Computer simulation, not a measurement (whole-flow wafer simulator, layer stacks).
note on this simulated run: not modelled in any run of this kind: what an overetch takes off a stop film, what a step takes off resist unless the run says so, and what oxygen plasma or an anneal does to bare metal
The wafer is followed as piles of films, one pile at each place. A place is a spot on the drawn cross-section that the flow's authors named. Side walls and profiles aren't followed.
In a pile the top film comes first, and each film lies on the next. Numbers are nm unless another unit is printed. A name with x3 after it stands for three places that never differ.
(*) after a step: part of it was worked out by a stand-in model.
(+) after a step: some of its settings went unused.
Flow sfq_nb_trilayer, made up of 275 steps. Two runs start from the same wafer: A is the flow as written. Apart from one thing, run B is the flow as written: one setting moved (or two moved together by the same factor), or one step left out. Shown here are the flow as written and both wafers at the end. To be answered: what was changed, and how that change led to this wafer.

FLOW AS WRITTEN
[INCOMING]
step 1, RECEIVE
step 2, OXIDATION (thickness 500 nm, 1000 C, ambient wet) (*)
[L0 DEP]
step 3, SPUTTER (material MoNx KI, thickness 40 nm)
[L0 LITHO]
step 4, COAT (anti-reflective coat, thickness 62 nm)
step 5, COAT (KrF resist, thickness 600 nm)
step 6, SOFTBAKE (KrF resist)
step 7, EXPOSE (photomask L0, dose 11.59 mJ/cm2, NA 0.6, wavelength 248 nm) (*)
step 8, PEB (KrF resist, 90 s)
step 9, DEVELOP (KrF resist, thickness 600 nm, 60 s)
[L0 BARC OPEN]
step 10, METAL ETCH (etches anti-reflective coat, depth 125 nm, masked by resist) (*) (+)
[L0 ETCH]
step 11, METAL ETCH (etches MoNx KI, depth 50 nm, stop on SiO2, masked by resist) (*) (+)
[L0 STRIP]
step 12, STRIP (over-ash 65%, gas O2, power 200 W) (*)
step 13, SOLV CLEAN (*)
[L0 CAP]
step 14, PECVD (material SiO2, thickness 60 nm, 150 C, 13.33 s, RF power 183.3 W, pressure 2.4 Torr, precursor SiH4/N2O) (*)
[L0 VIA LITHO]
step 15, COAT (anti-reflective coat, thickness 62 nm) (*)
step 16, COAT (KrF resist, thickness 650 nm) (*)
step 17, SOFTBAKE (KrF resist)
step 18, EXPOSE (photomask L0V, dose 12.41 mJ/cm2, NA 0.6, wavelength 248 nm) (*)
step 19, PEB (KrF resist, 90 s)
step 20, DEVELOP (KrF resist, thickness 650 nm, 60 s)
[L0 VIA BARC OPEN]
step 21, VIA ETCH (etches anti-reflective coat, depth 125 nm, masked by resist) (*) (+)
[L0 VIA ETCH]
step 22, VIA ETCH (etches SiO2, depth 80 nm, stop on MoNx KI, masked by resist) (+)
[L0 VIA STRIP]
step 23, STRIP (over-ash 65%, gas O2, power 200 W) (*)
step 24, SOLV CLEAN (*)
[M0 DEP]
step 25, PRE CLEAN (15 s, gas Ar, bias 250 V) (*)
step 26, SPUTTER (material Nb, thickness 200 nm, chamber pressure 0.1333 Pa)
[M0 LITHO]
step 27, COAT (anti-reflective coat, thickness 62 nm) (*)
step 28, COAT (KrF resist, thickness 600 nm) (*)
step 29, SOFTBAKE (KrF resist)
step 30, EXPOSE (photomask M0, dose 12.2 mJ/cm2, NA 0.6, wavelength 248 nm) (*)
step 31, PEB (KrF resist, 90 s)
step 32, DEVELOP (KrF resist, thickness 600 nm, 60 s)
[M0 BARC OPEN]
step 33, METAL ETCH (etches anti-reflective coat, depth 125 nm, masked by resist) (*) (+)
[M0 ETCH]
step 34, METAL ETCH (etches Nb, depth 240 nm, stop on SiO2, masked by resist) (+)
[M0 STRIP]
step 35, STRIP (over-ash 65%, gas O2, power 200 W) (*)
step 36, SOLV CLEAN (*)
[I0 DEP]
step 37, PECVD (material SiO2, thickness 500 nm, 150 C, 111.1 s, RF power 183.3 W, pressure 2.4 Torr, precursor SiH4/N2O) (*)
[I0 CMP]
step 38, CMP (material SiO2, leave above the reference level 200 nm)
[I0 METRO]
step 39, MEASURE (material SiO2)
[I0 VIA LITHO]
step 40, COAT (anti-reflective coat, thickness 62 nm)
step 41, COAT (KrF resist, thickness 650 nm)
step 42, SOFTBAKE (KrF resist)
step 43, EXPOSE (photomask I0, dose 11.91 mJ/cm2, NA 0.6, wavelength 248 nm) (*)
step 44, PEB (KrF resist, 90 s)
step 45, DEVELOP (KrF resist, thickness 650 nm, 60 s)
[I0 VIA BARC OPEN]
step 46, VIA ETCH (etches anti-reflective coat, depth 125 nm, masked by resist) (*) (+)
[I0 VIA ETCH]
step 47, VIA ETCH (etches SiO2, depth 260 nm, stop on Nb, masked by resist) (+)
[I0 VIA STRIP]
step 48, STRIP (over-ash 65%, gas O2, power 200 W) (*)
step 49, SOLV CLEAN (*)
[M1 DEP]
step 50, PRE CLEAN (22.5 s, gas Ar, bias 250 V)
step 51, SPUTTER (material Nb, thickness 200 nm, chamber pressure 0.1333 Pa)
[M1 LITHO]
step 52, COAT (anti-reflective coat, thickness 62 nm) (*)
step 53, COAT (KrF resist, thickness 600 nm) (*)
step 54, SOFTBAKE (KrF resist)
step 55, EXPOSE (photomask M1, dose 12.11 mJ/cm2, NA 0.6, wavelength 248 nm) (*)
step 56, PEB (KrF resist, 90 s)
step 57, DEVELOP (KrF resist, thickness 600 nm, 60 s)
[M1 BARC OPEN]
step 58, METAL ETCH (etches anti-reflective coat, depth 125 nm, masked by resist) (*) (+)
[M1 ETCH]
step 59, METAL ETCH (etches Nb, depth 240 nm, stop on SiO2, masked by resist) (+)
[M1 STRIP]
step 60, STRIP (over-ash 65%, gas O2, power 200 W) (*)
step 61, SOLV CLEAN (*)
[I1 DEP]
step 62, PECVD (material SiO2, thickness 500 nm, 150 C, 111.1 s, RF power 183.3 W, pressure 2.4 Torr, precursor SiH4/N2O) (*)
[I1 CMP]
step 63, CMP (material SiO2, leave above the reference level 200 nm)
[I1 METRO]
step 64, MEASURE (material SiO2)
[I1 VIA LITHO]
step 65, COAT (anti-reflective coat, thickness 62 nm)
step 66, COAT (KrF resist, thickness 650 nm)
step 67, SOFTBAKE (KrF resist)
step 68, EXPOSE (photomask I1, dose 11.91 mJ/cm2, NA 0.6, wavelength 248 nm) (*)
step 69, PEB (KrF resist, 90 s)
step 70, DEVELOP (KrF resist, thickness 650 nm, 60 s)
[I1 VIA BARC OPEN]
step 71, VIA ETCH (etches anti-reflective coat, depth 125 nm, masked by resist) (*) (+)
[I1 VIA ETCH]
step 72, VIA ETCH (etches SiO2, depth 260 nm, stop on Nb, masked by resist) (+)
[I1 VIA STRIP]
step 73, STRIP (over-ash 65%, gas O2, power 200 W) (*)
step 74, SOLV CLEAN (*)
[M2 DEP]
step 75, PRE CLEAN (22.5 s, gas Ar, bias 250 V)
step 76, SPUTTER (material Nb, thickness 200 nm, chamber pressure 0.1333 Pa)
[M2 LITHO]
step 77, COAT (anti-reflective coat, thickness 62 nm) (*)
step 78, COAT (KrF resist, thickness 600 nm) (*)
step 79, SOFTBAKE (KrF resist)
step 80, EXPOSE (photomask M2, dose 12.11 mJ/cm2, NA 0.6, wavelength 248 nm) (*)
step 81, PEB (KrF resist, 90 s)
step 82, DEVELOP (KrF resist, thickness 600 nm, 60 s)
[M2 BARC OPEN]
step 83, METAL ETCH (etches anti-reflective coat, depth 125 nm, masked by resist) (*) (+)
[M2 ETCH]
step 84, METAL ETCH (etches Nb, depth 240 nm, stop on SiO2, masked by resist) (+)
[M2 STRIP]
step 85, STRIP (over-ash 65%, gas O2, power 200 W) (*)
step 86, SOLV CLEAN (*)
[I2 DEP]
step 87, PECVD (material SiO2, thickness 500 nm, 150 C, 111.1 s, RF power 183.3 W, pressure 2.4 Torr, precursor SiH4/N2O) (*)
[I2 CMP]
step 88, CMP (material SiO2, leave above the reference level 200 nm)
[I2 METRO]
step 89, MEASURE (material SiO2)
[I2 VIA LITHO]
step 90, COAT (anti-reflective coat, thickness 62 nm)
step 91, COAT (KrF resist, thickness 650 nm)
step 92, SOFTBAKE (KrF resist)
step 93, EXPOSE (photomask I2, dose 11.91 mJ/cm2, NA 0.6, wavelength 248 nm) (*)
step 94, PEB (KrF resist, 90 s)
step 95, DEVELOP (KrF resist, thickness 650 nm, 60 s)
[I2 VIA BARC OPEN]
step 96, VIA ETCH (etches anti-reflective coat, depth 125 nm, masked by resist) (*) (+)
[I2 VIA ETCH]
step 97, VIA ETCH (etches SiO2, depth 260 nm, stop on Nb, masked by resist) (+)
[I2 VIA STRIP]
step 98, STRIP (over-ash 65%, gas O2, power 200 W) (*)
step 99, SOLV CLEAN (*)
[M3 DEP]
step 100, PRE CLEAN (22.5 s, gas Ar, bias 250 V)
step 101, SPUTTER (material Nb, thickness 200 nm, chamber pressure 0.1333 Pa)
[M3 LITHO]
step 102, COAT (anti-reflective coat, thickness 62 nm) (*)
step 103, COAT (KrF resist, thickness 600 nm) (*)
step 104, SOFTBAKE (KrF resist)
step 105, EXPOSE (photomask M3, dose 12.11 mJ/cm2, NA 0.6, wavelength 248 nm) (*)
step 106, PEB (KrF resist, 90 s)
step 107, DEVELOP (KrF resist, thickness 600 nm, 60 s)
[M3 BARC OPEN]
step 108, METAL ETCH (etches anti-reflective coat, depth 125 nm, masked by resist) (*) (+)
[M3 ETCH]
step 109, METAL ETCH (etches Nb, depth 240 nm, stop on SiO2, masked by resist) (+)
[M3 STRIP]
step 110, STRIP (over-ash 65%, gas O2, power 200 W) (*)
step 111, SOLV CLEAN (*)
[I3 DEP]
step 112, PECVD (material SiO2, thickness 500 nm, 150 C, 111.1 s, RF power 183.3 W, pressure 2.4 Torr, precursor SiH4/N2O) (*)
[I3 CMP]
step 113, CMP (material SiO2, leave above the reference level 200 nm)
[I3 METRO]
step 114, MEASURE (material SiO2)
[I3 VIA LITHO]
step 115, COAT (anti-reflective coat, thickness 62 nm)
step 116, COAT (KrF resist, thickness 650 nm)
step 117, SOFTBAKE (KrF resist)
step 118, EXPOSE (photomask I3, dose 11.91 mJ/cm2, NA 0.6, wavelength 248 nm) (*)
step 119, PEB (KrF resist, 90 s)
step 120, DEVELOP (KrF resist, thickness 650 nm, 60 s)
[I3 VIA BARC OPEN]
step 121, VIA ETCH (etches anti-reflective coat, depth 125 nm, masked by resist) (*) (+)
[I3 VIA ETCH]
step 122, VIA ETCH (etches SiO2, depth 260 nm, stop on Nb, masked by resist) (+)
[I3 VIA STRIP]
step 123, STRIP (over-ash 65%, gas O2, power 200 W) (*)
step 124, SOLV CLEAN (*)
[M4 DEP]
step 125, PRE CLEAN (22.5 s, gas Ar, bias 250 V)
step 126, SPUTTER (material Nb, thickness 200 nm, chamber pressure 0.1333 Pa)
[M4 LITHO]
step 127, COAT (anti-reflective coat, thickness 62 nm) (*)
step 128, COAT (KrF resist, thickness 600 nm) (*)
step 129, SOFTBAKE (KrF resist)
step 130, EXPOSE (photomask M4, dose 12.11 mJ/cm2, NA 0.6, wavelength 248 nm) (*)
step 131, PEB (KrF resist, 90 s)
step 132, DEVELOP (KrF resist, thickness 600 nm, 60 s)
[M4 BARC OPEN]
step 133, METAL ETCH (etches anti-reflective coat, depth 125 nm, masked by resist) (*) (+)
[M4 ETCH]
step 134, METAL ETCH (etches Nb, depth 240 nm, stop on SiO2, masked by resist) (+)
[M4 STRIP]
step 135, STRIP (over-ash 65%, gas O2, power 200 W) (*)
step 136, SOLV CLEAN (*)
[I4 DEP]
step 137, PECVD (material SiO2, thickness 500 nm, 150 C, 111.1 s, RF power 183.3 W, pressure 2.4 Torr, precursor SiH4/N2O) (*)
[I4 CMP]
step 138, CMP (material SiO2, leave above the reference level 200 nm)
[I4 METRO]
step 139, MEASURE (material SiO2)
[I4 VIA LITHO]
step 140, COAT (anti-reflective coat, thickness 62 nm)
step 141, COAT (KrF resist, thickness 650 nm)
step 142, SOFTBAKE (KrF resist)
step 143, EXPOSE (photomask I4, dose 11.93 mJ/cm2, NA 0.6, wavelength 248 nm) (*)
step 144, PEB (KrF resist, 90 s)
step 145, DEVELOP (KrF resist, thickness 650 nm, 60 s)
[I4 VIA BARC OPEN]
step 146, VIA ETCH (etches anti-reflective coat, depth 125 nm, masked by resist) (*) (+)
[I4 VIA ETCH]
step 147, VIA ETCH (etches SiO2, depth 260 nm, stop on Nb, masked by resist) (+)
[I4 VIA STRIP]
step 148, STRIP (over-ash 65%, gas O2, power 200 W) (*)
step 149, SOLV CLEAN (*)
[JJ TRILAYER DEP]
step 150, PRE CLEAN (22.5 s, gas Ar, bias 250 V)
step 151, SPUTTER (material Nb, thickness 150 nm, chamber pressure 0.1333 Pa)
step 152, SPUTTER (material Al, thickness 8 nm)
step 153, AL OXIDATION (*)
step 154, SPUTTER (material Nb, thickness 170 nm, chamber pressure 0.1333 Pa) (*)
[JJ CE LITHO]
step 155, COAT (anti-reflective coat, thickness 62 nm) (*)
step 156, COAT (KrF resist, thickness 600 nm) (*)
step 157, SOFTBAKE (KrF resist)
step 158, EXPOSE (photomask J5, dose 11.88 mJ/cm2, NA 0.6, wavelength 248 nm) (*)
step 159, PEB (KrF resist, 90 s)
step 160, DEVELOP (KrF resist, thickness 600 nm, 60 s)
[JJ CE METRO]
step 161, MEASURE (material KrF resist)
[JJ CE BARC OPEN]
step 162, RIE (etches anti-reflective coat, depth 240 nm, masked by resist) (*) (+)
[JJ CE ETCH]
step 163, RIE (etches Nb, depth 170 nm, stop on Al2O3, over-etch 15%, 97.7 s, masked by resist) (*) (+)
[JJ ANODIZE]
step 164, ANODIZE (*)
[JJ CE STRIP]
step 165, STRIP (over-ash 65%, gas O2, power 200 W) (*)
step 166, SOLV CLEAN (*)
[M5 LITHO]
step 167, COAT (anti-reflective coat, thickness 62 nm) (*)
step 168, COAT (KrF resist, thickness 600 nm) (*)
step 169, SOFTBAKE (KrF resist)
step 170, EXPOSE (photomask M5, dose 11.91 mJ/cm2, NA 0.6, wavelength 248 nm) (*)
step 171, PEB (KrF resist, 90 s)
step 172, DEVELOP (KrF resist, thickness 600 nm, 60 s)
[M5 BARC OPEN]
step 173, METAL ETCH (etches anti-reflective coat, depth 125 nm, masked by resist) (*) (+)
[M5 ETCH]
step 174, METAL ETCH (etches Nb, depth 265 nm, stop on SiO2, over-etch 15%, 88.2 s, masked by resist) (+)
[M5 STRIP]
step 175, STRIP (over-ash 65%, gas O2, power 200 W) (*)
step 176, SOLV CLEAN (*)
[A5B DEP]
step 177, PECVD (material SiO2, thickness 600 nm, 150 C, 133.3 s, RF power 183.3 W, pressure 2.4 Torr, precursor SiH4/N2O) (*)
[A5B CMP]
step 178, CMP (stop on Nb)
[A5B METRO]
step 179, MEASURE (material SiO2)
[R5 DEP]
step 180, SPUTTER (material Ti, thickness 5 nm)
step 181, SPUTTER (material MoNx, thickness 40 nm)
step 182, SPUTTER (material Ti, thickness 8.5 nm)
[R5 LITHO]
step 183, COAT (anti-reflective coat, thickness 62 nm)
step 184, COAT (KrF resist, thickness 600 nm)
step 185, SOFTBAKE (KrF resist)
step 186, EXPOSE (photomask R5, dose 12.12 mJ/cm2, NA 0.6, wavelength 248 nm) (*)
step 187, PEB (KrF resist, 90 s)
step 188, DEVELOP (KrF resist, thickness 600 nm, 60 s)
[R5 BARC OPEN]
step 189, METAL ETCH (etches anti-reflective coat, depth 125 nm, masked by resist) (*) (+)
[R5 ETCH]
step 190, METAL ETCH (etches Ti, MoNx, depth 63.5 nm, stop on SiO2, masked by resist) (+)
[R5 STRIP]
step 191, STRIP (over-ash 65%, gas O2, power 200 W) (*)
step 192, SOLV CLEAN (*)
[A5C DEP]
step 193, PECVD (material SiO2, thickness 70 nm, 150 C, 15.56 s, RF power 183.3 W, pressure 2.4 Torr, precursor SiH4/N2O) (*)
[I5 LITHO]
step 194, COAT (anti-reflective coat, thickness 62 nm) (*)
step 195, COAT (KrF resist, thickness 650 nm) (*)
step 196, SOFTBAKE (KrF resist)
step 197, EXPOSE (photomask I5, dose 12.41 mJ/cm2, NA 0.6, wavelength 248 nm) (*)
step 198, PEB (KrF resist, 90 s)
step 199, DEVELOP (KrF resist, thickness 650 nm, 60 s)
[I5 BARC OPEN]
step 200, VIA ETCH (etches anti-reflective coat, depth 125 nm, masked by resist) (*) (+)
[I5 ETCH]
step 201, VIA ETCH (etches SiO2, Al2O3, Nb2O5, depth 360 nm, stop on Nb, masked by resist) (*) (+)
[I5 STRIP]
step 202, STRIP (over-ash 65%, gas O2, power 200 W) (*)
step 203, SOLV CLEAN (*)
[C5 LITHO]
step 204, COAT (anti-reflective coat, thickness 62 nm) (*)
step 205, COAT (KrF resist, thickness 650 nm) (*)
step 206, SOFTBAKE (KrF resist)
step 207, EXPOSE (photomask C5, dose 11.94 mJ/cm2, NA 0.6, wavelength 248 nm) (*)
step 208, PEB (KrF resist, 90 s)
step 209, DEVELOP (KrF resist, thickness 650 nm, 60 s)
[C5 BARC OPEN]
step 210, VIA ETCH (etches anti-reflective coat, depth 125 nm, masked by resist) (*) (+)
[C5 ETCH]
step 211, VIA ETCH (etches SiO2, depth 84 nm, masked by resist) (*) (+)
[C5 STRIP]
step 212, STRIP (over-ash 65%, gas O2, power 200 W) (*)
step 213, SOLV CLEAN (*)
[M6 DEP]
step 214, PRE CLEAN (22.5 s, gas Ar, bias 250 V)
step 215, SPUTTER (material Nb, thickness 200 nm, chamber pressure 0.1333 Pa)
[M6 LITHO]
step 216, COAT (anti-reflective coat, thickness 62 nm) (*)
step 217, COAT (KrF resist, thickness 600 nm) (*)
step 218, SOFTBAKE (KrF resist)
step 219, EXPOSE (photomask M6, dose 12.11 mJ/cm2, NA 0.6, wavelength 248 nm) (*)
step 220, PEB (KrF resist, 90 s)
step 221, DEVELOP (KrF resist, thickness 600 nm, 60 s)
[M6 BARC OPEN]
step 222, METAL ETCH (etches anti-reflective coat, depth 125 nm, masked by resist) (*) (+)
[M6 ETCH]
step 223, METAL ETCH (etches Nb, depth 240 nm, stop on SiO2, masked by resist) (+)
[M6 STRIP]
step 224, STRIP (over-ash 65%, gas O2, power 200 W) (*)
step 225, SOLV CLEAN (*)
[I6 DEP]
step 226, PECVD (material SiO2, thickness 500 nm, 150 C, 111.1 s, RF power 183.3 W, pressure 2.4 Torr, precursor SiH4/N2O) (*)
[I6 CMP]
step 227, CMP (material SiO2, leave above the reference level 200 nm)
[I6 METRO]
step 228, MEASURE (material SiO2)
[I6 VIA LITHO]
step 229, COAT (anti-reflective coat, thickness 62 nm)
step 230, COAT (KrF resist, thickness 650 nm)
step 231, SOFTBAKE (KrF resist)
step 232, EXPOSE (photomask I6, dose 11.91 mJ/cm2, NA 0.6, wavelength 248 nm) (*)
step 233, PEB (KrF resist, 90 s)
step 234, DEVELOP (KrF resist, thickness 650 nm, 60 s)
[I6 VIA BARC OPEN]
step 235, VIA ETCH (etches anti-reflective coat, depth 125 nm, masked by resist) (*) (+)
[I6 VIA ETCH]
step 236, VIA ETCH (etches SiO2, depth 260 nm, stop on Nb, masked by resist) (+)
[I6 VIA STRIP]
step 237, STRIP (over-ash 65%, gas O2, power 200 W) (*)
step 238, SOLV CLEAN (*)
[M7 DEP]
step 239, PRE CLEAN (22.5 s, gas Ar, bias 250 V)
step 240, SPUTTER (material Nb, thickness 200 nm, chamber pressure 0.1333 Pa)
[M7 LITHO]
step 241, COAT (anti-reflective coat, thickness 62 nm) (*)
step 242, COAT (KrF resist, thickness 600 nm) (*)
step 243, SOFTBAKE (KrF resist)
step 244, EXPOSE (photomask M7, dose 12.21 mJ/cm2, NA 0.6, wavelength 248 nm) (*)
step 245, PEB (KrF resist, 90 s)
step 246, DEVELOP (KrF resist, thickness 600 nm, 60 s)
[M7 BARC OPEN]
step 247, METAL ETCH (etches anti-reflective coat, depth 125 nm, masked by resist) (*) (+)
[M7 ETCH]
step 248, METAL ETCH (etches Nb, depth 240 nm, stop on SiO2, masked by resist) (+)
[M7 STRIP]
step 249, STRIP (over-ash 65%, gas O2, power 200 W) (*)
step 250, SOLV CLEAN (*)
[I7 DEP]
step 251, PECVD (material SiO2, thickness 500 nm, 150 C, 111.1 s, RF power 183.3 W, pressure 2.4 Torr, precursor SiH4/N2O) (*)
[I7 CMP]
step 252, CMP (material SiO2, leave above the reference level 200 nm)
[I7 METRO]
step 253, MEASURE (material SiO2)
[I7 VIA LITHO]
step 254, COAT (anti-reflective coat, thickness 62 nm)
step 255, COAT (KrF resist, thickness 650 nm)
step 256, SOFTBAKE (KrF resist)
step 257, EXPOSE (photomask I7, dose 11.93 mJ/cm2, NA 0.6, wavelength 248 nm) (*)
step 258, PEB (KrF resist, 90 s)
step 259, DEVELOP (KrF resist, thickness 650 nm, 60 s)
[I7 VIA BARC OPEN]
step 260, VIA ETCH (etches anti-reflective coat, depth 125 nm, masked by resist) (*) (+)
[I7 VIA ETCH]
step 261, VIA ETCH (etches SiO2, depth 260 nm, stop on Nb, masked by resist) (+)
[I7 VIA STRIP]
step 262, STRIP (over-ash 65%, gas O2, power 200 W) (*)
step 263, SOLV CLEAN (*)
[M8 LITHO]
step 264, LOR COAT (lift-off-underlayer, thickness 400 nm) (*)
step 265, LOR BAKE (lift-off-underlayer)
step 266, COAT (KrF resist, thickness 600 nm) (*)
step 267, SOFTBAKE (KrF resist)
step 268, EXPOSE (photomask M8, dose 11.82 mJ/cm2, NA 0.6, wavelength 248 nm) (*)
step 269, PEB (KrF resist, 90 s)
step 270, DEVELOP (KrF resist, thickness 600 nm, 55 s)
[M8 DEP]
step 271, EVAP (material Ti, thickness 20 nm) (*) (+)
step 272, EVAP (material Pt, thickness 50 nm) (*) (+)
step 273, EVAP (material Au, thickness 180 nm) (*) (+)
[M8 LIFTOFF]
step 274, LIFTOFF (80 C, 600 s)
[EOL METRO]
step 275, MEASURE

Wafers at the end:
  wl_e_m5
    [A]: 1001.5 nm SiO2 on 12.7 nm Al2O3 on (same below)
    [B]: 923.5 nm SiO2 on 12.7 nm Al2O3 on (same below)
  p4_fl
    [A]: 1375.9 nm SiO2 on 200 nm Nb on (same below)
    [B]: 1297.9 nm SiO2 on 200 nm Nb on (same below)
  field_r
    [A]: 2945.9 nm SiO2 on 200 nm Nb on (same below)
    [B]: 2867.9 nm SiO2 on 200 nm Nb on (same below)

The reason: step 227, CMP: leave above the reference level 122 nm was run, whereas the flow has leave above the reference level 200 nm.

The path from the change to this, step by step:
  step 227, CMP (material SiO2, leave above the reference level 200 nm)
      field_l, p4_fl, p4_fm and 59 more: A SiO2 loses 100 | B SiO2 loses 178
      v_sur, via_wl, via_w and 15 more: A SiO2 loses 300 | B SiO2 loses 378
      (also at 26 further places)
  step 236, VIA ETCH (etches SiO2, depth 260 nm, stop on Nb, masked by resist) (+)
      field_l, v_sur, via_wl and 102 more: A KrF resist loses 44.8 | B KrF resist loses 31.5
      via_v: A SiO2 loses 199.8 (all of it) | B SiO2 loses 121.8 (all of it)
  step 237, STRIP (over-ash 65%, gas O2, power 200 W) (*)
      field_l, v_sur, via_wl and 102 more: A KrF resist loses 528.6 (all of it), anti-reflective coat loses 62 (all of it) | B KrF resist loses 541.9 (all of it), anti-reflective coat loses 62 (all of it)
  step 240, SPUTTER (material Nb, thickness 200 nm, chamber pressure 0.1333 Pa)
      via_v: A Nb gains 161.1 | B Nb gains 180.2
  step 241, COAT (anti-reflective coat, thickness 62 nm) (*)
      via_sp: A anti-reflective coat gains 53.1 (new film) | B anti-reflective coat gains 54.5 (new film)
      via_v: A anti-reflective coat gains 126 (new film) | B anti-reflective coat gains 107.6 (new film)
      (also at 1 further place)
  step 242, COAT (KrF resist, thickness 600 nm) (*)
      via_v: A KrF resist gains 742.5 (new film) | B KrF resist gains 676.9 (new film)
  step 249, STRIP (over-ash 65%, gas O2, power 200 W) (*)
      via_sp: A KrF resist loses 373.6 (all of it), anti-reflective coat loses 53.1 (all of it) | B KrF resist loses 379.1 (all of it), anti-reflective coat loses 54.5 (all of it)
      via_v: A KrF resist loses 524.5 (all of it), anti-reflective coat loses 126 (all of it) | B KrF resist loses 459.1 (all of it), anti-reflective coat loses 107.6 (all of it)
      (also at 1 further place)
  step 251, PECVD (material SiO2, thickness 500 nm, 150 C, 111.1 s, RF power 183.3 W, pressure 2.4 Torr, precursor SiH4/N2O) (*)
      via_v: A SiO2 gains 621 (new film) | B SiO2 gains 500 (new film)
  step 252, CMP (material SiO2, leave above the reference level 200 nm)
      via_v: A SiO2 loses 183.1 | B SiO2 loses 159.3
